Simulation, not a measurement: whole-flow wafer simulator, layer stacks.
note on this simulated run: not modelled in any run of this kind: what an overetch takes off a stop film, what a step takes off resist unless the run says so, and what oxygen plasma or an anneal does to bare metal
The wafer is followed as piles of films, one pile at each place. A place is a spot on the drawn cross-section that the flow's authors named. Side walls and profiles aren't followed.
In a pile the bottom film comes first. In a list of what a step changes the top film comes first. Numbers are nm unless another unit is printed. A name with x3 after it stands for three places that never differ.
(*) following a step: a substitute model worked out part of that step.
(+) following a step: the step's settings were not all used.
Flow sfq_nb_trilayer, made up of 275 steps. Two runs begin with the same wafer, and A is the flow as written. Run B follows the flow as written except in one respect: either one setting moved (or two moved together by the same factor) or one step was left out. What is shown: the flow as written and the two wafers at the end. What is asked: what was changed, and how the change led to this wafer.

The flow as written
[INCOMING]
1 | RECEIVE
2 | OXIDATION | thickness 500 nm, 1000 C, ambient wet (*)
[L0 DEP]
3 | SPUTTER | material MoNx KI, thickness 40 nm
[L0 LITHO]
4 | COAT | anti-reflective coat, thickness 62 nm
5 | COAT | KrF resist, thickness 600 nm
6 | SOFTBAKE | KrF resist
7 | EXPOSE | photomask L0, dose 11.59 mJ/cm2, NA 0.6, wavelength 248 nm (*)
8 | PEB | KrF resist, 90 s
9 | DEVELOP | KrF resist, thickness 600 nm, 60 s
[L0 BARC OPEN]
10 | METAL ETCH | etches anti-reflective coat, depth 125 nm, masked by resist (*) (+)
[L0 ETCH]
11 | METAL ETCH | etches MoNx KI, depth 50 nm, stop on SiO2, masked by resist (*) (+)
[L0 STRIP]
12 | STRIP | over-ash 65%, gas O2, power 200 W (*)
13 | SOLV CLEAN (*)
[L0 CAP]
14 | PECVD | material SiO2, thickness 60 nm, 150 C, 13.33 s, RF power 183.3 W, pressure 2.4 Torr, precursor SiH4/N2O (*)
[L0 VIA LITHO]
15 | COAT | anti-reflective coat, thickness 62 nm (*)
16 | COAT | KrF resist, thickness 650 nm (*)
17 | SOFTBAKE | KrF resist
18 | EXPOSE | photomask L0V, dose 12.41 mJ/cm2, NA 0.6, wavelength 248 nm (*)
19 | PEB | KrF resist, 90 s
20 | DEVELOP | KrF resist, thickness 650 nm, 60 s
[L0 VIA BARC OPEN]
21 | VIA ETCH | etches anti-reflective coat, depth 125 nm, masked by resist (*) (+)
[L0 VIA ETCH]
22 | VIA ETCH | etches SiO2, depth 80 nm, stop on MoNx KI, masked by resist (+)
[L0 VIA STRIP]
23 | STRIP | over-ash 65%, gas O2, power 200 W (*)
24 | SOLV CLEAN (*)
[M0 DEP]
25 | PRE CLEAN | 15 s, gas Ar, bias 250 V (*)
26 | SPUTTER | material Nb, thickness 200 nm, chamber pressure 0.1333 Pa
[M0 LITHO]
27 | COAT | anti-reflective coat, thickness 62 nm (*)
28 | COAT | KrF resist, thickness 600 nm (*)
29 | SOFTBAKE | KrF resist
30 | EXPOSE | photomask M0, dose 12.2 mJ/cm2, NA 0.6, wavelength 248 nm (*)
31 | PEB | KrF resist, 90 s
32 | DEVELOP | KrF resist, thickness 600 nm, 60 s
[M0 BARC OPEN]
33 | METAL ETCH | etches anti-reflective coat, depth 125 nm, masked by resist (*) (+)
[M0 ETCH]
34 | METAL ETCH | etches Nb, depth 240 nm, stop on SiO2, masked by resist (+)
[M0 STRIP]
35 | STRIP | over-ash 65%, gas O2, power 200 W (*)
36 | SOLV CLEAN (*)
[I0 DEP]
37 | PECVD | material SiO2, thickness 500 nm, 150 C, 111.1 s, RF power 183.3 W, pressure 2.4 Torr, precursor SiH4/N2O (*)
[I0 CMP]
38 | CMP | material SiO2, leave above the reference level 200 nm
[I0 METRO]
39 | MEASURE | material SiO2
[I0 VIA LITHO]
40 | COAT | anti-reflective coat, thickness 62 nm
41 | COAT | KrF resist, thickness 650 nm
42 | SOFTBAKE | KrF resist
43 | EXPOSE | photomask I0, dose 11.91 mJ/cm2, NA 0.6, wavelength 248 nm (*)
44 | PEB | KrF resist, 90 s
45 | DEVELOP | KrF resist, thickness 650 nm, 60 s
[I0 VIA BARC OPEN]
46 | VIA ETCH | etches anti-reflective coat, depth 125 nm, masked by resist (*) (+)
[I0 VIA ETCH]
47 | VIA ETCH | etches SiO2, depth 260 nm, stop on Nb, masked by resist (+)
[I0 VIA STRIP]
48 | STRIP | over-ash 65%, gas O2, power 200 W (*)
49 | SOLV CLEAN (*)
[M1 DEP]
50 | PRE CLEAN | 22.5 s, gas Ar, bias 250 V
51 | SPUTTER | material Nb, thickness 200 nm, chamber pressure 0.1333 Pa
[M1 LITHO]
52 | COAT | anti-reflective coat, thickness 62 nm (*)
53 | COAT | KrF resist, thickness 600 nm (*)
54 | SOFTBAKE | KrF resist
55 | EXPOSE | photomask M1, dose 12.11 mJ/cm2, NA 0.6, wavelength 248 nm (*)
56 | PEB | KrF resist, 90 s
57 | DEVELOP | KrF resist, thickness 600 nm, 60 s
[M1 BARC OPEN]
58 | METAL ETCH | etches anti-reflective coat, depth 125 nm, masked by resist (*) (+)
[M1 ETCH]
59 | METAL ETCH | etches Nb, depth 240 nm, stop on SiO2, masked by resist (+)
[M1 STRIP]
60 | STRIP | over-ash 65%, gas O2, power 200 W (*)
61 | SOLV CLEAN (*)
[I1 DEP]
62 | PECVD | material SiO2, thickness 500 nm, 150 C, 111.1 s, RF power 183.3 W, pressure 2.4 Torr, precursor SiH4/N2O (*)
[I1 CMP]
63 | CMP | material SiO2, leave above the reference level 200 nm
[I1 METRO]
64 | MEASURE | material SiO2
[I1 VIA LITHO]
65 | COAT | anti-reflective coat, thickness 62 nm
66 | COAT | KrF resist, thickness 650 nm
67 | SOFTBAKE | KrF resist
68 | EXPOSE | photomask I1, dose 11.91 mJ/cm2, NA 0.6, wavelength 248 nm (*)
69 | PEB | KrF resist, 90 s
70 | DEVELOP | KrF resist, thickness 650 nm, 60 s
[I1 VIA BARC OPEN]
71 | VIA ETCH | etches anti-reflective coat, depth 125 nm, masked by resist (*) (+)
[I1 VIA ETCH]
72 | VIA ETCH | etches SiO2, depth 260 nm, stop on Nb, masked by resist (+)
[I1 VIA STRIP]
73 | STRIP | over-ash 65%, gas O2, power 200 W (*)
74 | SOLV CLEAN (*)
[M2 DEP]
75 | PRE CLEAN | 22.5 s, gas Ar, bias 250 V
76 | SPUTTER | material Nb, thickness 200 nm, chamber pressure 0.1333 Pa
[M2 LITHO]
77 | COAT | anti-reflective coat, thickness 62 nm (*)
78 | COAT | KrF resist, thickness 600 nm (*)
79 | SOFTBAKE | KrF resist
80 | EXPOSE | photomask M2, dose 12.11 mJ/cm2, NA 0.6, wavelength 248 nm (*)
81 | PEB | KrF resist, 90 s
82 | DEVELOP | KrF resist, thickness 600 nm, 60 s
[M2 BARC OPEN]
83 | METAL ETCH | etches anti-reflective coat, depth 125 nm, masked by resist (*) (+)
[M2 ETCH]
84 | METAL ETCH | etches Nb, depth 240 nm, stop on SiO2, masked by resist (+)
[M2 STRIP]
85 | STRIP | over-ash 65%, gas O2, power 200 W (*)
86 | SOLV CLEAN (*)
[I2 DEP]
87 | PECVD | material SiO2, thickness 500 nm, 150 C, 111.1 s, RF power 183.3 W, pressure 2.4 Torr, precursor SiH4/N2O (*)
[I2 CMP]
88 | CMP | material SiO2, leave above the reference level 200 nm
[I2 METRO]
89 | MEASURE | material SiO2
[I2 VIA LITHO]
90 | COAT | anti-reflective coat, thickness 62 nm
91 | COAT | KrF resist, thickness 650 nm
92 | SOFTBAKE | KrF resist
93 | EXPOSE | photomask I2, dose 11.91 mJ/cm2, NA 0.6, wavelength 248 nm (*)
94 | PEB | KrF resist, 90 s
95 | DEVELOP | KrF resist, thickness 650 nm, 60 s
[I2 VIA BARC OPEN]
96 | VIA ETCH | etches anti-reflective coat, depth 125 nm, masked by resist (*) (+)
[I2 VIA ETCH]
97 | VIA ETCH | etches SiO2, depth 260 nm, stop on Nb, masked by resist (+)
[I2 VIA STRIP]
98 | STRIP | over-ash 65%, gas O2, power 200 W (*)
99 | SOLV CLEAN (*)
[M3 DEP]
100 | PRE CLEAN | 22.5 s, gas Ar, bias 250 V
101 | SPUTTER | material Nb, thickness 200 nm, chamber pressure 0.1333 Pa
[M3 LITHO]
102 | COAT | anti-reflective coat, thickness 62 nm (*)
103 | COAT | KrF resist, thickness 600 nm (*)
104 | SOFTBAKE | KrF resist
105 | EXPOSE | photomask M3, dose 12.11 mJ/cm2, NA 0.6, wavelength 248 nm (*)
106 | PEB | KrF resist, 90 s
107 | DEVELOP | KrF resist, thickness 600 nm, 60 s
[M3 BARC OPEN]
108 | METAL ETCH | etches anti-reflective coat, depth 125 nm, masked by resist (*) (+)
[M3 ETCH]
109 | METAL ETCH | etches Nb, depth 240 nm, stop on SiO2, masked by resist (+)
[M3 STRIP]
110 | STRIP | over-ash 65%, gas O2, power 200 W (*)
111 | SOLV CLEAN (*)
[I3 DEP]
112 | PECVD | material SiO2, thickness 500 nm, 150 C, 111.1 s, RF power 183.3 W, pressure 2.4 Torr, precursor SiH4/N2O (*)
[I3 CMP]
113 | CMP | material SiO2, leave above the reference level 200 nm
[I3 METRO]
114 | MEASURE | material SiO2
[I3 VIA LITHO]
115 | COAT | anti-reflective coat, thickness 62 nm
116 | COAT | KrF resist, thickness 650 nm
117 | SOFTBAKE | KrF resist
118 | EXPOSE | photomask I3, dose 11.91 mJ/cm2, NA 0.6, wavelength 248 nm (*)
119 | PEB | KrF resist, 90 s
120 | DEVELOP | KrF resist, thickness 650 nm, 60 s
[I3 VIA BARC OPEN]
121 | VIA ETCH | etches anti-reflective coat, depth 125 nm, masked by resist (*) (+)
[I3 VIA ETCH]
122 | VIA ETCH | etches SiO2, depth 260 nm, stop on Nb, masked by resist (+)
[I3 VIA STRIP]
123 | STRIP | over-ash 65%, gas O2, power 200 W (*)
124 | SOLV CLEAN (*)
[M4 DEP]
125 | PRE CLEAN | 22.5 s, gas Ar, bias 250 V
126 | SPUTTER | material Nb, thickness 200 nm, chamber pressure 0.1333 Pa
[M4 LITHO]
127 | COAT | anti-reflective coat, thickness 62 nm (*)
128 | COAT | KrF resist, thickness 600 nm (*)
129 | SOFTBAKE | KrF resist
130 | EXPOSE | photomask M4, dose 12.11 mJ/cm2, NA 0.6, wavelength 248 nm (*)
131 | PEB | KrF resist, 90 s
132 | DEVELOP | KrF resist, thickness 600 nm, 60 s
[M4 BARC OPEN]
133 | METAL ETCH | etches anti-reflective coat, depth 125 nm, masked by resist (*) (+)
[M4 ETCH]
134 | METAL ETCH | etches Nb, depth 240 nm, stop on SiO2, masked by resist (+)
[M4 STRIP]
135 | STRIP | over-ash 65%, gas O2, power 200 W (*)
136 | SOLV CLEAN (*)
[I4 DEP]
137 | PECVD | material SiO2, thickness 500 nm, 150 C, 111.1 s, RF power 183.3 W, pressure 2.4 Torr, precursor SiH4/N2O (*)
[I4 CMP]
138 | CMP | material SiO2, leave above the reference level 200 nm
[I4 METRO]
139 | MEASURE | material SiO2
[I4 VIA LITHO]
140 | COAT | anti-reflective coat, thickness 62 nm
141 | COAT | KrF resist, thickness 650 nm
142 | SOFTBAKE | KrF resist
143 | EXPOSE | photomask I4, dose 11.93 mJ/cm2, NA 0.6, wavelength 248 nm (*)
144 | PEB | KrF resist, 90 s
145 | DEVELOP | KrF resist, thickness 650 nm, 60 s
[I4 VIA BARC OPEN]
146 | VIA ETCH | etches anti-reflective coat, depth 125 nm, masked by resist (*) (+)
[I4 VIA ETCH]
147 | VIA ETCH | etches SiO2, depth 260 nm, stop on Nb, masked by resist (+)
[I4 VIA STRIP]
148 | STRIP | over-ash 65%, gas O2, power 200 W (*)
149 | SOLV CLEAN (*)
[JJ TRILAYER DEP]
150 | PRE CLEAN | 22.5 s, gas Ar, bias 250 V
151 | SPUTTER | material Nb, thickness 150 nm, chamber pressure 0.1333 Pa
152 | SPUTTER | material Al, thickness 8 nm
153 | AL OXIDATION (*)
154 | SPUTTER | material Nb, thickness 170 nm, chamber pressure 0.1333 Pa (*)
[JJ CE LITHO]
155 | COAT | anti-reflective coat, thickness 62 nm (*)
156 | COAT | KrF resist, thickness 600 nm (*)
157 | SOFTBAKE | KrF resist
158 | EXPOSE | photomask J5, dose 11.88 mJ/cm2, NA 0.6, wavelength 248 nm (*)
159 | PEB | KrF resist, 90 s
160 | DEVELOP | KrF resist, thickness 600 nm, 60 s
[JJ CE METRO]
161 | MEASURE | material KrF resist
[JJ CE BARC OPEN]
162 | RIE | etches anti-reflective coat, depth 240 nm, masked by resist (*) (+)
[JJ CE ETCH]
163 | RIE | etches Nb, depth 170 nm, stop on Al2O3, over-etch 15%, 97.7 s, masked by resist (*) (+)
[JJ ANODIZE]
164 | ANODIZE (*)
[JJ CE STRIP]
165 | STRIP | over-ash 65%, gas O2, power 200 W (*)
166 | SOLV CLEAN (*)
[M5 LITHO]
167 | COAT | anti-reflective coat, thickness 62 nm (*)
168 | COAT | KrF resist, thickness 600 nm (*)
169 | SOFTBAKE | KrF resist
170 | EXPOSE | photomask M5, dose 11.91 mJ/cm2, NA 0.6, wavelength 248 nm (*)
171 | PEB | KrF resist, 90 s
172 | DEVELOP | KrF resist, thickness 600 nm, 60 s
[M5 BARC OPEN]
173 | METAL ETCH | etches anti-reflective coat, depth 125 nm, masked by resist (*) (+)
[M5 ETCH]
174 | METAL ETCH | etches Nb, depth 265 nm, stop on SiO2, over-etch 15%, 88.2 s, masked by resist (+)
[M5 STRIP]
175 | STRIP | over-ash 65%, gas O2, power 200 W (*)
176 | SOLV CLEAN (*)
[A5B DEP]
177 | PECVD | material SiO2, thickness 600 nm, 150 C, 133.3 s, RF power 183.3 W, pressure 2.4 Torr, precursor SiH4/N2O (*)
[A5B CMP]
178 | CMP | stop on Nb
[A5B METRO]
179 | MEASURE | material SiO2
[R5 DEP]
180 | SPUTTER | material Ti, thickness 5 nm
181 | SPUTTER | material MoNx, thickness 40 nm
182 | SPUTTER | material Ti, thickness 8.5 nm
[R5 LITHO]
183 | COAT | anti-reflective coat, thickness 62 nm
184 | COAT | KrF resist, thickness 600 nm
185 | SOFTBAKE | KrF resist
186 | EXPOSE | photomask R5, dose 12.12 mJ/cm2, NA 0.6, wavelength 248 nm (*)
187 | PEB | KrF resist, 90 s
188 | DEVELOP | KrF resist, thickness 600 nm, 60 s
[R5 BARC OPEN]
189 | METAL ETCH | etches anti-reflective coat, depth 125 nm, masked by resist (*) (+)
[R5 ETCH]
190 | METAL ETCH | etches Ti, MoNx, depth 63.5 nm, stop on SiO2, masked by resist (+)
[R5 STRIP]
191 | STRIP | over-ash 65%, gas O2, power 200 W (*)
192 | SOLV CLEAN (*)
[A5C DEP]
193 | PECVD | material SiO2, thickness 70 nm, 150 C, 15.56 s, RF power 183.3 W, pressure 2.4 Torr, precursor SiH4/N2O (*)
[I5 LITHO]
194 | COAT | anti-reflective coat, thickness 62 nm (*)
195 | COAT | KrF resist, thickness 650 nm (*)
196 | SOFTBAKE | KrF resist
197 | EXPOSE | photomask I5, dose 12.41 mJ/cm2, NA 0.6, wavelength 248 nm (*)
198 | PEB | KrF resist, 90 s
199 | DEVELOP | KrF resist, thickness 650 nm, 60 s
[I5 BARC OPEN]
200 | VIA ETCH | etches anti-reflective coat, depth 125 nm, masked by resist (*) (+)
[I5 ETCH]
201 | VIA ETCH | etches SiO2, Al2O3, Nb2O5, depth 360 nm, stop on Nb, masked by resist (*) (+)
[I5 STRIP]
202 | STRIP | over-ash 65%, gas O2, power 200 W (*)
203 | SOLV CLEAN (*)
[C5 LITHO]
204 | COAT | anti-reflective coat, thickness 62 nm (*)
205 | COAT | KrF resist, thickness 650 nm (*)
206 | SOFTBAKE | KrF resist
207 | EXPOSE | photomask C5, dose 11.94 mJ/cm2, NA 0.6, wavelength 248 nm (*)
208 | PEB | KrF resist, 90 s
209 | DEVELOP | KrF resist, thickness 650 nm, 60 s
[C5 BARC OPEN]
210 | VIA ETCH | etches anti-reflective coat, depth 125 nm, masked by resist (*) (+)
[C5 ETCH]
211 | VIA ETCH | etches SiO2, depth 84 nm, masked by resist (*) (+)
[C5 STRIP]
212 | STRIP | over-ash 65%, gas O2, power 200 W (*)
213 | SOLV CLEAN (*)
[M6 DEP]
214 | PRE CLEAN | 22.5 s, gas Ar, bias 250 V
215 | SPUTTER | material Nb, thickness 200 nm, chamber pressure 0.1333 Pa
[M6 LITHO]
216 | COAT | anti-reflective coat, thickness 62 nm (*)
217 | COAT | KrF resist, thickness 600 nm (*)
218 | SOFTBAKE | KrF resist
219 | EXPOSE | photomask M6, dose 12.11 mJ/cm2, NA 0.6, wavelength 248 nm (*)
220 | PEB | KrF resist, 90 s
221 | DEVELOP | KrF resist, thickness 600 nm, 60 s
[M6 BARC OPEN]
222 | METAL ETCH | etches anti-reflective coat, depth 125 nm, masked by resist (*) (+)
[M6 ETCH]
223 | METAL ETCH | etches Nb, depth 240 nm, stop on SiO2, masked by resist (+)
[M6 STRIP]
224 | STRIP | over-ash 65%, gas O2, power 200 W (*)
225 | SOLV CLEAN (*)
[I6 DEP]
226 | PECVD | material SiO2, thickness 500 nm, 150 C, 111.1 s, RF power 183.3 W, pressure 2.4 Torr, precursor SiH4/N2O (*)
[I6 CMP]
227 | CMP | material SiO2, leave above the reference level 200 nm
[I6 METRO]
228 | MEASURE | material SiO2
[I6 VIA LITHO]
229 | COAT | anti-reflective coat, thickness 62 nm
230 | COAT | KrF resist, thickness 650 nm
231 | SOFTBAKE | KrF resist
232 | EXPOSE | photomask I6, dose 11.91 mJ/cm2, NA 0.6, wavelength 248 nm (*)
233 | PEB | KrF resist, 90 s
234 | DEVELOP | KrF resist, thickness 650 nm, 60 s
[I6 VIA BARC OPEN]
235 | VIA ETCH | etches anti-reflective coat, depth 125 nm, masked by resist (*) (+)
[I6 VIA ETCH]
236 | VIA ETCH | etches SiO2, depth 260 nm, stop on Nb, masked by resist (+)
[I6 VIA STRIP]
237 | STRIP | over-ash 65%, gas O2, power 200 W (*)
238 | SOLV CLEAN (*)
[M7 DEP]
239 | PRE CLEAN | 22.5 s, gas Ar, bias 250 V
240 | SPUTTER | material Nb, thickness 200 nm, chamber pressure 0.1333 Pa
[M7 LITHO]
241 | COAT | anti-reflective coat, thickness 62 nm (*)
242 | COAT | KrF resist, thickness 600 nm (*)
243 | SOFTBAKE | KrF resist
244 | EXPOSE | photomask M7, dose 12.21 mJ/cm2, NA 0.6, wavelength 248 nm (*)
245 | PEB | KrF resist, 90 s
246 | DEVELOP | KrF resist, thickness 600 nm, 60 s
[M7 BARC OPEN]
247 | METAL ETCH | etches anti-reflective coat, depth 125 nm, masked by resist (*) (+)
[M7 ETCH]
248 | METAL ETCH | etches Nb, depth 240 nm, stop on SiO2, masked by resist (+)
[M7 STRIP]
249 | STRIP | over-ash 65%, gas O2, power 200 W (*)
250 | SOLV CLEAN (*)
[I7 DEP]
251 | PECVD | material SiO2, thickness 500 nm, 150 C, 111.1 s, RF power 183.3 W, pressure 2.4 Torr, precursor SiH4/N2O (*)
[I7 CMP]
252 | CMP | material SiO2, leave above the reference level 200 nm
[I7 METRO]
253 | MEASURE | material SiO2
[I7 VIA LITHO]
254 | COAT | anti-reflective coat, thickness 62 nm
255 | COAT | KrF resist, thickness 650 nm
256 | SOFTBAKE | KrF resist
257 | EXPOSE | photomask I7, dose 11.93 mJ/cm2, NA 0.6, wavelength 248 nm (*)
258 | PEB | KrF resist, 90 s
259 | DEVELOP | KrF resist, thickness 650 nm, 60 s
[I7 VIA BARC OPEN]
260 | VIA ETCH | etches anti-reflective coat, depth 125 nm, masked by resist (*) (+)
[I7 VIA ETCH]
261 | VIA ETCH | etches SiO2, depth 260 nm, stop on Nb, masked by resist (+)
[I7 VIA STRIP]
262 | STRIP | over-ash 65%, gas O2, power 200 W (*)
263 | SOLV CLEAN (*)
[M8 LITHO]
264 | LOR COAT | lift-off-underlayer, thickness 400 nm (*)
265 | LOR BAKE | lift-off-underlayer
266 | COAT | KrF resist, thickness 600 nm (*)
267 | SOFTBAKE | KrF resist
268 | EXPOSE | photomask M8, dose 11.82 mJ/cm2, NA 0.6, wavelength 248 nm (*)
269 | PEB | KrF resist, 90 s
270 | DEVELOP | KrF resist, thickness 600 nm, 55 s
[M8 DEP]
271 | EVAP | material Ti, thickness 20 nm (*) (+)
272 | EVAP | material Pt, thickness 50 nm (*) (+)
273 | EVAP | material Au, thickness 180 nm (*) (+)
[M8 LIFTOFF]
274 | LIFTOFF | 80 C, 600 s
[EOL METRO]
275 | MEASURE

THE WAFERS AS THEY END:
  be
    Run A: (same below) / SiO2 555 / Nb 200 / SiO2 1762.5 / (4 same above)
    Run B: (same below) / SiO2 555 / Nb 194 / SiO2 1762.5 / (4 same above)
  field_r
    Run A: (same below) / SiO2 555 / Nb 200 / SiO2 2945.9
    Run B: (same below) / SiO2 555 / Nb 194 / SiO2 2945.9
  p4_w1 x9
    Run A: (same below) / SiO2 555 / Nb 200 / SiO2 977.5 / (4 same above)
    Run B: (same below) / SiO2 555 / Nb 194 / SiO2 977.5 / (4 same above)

The reason: step 26, SPUTTER: thickness 194 nm was run, whereas the flow has thickness 200 nm.
The wafer lets one read it off: be has Nb 194, and step 26 as written asks for 200 nm.

How this came from the change, step by step:
  26 | SPUTTER | material Nb, thickness 200 nm, chamber pressure 0.1333 Pa
      field_l, v_sur, via_wl and 102 more: A +200 Nb (new film) | B +194 Nb (new film)
      l0v: A +195.7 Nb (new film) | B +189.7 Nb (new film)
  34 | METAL ETCH | etches Nb, depth 240 nm, stop on SiO2, masked by resist (+)
      moat, m0r_space_l x2: A -200 Nb (all of it) | B -194 Nb (all of it)
